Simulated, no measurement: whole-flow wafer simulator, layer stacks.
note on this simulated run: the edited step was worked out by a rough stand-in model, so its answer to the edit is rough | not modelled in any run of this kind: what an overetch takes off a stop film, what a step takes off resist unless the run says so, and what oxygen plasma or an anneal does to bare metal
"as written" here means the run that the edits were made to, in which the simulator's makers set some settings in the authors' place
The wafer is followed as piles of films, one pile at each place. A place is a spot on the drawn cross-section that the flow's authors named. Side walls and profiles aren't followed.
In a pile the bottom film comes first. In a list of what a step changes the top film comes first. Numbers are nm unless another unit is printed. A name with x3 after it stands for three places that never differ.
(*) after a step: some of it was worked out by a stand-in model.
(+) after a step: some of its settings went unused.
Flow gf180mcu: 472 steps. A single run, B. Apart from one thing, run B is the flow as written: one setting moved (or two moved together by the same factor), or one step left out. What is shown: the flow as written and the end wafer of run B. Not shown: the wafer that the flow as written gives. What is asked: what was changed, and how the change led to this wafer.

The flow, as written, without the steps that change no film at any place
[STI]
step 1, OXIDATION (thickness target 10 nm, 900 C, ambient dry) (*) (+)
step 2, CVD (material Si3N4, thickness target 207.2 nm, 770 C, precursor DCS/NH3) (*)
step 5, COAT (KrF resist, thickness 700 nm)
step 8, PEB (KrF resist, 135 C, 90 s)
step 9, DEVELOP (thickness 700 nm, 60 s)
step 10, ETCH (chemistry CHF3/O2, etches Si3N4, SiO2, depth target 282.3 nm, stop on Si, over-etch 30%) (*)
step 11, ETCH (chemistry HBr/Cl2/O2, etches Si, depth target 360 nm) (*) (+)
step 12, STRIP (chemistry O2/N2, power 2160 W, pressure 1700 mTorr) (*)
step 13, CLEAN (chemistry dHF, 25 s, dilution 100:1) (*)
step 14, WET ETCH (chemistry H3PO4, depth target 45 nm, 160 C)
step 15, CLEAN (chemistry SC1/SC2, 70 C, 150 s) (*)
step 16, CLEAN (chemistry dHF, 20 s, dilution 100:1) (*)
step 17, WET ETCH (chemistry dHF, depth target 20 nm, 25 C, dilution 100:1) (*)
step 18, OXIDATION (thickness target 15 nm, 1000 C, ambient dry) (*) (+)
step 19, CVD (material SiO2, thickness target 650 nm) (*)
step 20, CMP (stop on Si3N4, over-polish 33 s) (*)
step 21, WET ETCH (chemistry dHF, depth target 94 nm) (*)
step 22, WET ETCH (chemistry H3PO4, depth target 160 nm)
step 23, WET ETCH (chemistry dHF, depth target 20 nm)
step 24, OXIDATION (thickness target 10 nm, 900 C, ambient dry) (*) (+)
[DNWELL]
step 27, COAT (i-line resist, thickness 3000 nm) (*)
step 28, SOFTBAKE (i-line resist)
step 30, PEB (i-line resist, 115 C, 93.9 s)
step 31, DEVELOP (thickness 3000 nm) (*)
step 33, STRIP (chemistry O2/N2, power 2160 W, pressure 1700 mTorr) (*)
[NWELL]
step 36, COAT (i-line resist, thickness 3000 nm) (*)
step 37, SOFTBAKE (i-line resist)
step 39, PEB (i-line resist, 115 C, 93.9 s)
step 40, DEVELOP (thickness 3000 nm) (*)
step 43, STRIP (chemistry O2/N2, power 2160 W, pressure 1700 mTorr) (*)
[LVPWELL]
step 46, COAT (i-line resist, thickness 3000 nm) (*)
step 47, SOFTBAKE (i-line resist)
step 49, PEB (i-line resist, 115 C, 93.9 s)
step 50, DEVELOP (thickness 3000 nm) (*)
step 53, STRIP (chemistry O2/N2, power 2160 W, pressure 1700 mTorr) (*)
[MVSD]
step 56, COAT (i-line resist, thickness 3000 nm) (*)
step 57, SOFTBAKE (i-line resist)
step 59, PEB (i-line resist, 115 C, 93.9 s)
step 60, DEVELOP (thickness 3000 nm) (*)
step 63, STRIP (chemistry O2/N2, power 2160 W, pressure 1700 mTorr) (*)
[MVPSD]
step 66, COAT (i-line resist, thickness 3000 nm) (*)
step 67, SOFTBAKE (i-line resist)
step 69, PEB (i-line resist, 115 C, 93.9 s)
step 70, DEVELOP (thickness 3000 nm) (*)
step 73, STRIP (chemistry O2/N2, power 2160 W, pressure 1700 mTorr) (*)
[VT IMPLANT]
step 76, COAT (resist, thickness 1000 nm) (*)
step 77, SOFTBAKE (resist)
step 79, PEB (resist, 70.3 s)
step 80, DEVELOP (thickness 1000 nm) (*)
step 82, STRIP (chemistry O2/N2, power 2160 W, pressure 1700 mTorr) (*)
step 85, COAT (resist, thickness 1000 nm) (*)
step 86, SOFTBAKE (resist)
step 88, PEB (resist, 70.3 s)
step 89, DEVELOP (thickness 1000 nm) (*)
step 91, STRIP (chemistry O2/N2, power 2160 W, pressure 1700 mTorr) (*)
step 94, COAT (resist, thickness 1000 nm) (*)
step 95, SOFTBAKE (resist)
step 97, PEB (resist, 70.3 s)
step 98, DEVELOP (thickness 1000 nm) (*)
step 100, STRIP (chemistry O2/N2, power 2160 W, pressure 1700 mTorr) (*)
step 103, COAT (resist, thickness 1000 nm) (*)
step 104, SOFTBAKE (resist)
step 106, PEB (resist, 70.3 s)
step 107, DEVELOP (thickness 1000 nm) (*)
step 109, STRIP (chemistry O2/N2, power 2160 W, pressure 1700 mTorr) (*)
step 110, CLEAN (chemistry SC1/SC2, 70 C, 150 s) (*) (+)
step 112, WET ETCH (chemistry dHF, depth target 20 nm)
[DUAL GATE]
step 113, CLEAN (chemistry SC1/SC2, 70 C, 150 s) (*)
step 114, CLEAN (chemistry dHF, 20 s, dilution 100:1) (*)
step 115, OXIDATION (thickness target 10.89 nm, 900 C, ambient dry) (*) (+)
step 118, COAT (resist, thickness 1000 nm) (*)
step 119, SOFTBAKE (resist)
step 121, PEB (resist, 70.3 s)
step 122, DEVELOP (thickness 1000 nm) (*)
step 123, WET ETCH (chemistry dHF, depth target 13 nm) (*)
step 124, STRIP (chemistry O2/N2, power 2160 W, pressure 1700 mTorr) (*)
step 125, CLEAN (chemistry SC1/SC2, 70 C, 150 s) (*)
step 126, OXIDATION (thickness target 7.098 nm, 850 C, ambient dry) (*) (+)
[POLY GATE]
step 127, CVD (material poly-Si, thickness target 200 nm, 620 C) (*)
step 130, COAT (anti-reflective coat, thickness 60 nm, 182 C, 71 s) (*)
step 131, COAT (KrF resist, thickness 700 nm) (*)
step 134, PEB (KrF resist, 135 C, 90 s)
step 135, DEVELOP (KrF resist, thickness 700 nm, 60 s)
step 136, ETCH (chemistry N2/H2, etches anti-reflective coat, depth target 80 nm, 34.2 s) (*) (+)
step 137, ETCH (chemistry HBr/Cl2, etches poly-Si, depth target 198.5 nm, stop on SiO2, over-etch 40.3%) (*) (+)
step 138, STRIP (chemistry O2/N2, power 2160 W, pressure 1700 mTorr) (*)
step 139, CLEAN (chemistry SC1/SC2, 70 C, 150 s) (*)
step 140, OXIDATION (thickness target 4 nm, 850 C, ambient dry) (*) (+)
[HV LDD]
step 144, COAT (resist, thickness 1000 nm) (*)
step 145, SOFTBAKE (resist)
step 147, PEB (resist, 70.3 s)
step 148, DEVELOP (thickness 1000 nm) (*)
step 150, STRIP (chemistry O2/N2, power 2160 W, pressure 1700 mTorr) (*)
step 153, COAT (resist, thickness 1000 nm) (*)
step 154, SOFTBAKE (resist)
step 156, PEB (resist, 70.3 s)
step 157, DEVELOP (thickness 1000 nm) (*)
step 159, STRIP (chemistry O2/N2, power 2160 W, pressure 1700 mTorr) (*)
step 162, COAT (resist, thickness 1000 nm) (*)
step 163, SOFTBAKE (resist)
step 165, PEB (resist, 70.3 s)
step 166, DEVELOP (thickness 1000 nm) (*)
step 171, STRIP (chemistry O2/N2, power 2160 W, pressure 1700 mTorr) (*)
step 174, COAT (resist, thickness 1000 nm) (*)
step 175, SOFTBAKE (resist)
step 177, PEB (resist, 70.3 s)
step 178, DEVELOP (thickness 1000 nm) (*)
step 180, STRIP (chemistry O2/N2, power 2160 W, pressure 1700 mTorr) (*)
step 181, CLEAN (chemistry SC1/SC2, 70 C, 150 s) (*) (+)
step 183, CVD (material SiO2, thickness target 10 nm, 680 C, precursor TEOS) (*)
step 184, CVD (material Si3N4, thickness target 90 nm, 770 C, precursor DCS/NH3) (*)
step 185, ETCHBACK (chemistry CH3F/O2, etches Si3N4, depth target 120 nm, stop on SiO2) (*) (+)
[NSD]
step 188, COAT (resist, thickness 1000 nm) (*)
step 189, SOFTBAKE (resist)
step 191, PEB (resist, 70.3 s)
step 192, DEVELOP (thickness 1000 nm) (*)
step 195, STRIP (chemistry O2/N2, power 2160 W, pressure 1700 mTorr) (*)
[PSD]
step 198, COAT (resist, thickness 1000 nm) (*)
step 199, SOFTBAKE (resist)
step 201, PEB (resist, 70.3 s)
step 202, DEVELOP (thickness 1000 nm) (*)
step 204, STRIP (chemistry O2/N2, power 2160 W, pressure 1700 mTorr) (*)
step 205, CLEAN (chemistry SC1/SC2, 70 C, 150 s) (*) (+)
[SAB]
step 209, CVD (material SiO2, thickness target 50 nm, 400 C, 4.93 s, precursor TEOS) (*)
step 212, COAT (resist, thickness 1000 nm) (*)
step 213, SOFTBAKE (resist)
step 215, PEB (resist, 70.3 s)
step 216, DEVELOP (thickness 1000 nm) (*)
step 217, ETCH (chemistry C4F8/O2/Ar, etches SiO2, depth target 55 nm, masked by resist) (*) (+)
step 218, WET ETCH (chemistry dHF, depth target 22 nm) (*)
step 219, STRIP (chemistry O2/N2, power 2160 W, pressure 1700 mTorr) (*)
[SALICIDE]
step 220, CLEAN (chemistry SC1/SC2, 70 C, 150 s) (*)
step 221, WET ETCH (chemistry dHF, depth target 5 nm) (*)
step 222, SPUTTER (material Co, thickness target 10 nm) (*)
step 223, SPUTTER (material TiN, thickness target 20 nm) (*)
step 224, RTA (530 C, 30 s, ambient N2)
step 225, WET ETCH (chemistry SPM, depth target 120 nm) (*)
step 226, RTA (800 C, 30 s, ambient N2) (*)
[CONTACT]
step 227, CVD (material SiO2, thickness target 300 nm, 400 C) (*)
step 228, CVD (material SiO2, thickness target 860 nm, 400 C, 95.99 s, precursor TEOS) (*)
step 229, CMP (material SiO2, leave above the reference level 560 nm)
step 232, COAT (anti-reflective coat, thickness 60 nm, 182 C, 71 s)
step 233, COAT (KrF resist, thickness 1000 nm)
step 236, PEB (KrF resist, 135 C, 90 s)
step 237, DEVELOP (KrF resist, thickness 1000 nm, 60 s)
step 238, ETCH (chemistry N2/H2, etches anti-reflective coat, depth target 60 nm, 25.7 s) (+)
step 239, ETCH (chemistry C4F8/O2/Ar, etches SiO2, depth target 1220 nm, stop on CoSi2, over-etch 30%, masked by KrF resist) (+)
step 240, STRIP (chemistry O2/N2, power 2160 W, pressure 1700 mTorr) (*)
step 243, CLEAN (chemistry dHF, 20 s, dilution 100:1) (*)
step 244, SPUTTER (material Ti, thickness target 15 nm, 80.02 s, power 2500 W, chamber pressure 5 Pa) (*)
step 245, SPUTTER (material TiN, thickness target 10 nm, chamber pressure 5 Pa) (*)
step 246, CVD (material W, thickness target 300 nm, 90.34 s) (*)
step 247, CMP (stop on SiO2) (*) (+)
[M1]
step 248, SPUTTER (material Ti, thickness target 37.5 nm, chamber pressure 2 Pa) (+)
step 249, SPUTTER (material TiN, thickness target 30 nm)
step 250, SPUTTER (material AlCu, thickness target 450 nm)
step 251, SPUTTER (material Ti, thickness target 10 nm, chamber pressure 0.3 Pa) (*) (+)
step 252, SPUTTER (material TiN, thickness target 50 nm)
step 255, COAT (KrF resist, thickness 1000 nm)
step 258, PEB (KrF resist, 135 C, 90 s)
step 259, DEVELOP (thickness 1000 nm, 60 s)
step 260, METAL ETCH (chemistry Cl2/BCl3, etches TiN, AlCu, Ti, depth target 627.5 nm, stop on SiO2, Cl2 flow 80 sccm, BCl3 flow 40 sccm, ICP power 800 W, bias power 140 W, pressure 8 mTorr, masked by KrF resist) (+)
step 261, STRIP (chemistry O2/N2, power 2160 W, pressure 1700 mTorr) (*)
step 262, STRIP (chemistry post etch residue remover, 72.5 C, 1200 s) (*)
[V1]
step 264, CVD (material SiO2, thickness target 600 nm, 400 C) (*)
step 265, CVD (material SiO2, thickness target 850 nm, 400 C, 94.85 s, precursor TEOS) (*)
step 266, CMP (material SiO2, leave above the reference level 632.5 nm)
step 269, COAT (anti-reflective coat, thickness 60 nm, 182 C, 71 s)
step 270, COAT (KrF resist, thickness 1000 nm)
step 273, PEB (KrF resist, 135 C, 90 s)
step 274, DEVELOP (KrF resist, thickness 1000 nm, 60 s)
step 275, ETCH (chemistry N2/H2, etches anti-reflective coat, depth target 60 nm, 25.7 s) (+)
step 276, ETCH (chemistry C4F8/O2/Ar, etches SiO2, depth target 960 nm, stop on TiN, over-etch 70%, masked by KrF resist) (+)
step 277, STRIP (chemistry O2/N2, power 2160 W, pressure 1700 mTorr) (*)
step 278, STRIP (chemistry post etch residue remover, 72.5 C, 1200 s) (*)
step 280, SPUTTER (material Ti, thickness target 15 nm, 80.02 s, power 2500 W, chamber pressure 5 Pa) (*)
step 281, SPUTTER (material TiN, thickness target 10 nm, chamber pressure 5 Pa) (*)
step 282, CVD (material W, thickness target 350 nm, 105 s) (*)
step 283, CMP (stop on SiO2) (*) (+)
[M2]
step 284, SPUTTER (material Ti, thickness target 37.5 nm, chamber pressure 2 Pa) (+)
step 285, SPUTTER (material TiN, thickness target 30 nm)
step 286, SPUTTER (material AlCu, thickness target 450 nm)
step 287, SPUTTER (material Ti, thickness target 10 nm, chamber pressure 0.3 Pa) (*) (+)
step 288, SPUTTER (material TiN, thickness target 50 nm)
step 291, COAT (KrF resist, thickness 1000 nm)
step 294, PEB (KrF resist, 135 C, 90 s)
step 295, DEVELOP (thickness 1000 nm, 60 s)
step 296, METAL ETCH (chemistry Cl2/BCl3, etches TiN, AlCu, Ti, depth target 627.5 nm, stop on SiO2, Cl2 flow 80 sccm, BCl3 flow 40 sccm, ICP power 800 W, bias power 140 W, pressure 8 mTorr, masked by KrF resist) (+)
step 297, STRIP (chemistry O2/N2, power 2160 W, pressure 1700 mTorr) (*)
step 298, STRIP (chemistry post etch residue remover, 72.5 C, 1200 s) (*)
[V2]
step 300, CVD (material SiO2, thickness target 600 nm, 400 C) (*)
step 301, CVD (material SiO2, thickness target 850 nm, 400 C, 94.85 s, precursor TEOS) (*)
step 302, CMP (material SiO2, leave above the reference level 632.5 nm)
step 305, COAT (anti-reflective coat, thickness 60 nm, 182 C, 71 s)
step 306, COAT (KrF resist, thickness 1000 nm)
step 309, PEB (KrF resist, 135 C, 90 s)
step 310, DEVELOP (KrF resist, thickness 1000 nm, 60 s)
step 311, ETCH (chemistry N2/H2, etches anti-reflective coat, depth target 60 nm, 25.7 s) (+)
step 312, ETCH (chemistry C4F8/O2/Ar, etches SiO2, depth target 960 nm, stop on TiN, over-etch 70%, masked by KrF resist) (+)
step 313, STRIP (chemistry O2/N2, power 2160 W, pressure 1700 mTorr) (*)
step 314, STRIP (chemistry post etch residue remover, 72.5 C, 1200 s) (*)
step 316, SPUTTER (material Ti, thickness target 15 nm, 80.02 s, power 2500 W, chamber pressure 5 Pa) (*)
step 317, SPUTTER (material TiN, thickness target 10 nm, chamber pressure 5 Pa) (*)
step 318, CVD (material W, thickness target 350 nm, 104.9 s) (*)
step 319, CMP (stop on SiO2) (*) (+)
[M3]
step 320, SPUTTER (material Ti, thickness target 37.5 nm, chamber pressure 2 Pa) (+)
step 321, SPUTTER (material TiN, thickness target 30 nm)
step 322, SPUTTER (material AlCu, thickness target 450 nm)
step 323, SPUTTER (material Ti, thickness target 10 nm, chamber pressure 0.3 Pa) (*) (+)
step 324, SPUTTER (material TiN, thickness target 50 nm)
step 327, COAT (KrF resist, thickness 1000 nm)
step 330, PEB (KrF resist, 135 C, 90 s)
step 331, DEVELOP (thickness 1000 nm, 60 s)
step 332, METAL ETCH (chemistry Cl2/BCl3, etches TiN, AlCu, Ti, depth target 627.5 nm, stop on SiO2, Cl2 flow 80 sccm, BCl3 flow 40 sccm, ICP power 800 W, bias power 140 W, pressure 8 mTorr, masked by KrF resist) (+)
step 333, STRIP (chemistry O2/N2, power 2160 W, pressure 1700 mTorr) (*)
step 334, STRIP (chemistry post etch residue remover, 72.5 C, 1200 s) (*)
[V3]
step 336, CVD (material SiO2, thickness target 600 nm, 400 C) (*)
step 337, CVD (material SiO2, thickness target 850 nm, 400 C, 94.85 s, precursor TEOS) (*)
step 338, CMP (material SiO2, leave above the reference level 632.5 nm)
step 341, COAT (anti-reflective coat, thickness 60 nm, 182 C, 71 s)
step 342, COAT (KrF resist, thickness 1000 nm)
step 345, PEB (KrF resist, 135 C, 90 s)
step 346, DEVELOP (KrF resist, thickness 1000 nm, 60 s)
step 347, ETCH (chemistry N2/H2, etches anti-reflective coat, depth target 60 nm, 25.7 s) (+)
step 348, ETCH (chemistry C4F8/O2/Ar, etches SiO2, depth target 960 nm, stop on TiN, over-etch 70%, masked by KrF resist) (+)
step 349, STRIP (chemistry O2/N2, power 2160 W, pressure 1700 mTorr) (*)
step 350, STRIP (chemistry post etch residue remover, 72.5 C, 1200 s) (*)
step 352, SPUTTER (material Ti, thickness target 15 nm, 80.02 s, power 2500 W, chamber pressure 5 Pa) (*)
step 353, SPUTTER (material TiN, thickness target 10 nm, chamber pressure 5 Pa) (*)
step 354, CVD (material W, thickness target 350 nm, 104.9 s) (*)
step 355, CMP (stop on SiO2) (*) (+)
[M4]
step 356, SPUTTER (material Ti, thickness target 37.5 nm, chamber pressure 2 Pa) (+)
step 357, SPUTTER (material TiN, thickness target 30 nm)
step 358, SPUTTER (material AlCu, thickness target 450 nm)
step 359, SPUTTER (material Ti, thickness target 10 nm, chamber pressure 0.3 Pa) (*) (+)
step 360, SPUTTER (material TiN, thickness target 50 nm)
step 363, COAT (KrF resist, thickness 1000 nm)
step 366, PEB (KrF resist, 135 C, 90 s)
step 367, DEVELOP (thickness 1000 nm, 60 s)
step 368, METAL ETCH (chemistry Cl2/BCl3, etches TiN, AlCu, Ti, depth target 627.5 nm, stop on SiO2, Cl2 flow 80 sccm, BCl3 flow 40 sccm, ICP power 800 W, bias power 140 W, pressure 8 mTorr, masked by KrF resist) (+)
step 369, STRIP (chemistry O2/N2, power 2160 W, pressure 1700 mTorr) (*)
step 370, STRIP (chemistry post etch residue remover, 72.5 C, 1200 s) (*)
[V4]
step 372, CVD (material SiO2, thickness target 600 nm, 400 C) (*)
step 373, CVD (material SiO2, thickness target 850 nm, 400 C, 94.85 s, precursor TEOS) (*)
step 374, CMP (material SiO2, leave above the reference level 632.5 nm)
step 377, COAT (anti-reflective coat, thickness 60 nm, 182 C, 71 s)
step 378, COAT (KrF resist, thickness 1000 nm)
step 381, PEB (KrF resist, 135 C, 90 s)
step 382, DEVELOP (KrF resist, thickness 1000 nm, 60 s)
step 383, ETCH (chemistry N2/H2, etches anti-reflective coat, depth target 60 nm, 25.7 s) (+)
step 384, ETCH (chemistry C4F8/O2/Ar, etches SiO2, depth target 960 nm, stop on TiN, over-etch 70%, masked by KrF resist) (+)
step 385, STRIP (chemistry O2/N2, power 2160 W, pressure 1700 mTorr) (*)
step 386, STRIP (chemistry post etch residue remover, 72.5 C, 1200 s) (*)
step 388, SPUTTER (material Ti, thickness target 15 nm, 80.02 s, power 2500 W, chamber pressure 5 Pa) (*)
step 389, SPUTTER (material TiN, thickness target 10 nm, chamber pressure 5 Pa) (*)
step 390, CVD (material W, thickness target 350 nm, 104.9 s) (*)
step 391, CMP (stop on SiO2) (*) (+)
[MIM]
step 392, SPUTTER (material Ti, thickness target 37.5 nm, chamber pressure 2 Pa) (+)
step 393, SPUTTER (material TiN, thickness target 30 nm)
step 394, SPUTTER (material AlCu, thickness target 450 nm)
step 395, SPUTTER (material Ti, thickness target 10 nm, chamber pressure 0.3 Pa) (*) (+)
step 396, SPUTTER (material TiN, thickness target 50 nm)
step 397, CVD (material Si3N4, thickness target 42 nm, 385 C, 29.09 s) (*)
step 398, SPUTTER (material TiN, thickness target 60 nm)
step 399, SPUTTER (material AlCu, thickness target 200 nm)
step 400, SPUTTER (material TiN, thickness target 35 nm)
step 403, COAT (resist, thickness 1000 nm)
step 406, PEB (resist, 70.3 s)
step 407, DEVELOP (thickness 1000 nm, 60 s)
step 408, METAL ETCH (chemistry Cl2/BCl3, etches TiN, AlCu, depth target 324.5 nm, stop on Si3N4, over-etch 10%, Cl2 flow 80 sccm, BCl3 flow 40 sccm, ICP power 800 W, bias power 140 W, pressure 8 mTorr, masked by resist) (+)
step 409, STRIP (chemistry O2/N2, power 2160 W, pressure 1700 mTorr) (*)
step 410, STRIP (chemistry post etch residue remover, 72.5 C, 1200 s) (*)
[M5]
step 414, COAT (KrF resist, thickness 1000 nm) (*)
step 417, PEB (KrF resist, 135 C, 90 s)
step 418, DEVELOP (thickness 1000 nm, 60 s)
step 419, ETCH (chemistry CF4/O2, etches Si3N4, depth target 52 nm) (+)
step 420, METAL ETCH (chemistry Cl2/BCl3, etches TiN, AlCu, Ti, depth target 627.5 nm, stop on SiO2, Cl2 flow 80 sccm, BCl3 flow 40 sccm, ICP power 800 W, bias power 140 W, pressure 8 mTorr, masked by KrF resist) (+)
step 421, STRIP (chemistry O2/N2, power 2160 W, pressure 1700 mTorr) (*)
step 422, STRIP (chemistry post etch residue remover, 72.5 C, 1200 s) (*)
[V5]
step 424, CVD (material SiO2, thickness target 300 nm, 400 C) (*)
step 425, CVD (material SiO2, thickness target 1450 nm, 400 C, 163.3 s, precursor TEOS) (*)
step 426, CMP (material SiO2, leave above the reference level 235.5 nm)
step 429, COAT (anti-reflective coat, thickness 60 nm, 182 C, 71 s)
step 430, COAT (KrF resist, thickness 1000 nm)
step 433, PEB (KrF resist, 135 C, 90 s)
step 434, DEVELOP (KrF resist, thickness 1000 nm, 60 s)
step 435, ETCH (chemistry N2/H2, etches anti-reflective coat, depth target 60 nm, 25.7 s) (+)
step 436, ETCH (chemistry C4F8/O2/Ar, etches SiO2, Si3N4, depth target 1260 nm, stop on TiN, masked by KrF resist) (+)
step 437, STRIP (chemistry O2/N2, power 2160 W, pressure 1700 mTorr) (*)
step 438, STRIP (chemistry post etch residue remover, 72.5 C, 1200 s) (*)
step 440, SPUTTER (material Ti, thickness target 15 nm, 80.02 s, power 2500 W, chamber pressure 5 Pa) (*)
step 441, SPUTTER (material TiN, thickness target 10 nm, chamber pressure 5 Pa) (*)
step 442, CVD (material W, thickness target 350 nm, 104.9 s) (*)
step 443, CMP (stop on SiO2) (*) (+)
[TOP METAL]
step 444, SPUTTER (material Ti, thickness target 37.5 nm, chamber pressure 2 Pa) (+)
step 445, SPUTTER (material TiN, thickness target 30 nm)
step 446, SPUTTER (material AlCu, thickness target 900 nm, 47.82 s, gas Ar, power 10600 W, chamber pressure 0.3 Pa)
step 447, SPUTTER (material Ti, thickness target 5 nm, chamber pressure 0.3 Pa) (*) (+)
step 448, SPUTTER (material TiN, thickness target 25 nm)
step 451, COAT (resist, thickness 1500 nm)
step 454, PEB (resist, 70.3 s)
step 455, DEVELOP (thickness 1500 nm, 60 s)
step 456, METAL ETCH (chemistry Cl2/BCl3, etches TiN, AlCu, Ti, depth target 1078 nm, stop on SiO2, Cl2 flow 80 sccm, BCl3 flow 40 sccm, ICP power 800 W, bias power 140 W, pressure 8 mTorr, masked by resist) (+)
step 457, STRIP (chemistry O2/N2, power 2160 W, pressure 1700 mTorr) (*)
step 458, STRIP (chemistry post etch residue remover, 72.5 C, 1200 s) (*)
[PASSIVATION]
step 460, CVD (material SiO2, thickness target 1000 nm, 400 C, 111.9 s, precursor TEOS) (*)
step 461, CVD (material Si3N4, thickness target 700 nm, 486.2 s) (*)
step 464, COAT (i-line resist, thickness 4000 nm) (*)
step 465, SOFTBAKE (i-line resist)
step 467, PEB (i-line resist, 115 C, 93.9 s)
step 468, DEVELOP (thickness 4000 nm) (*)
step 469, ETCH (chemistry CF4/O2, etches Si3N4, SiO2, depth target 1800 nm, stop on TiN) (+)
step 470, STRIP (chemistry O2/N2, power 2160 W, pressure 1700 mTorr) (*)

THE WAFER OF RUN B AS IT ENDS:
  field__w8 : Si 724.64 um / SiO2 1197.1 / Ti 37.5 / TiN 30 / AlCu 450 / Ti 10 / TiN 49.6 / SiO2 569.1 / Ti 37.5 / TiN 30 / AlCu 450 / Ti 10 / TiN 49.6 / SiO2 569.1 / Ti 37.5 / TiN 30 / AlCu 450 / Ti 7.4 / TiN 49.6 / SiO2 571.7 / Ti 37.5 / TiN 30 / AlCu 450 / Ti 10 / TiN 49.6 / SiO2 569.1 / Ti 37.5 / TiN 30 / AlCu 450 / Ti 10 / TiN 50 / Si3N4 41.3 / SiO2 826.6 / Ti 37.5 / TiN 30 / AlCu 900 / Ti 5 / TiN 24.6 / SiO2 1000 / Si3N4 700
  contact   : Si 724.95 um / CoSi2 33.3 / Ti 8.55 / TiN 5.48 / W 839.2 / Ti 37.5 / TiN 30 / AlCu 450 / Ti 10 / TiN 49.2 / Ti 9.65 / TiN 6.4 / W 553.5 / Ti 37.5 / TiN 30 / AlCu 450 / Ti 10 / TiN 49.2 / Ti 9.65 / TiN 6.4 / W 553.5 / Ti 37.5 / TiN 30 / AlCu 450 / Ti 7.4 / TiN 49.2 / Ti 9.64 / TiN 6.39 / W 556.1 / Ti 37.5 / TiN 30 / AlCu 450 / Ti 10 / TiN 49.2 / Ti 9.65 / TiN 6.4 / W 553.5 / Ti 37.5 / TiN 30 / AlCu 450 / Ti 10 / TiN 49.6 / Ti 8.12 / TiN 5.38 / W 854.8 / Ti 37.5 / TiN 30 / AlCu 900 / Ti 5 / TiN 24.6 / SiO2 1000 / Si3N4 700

The reason: step 323, SPUTTER: thickness target 7.4 nm was run, while the flow as written has thickness target 10 nm.
The wafer itself shows it: field__w8 has Ti 7.4, and step 323 as written asks for 10 nm.

How this came from the change, step by step:
  step 323, SPUTTER (material Ti, thickness target 10 nm, chamber pressure 0.3 Pa) (*) (+)
      field, field__w1, field__w2 and 108 more: Ti gains 7.4 (new film) (it would be, as written: Ti gains 10 (new film))
  step 332, METAL ETCH (chemistry Cl2/BCl3, etches TiN, AlCu, Ti, depth target 627.5 nm, stop on SiO2, Cl2 flow 80 sccm, BCl3 flow 40 sccm, ICP power 800 W, bias power 140 W, pressure 8 mTorr, masked by KrF resist) (+)
      field, field__w1, field__w2 and 103 more: TiN loses 50 (all of it), Ti loses 7.4 (all of it), AlCu loses 450 (all of it), TiN loses 30 (all of it), Ti loses 37.5 (all of it) (it would be, as written: TiN loses 50 (all of it), Ti loses 10 (all of it), AlCu loses 450 (all of it), TiN loses 30 (all of it), Ti loses 37.5 (all of it))
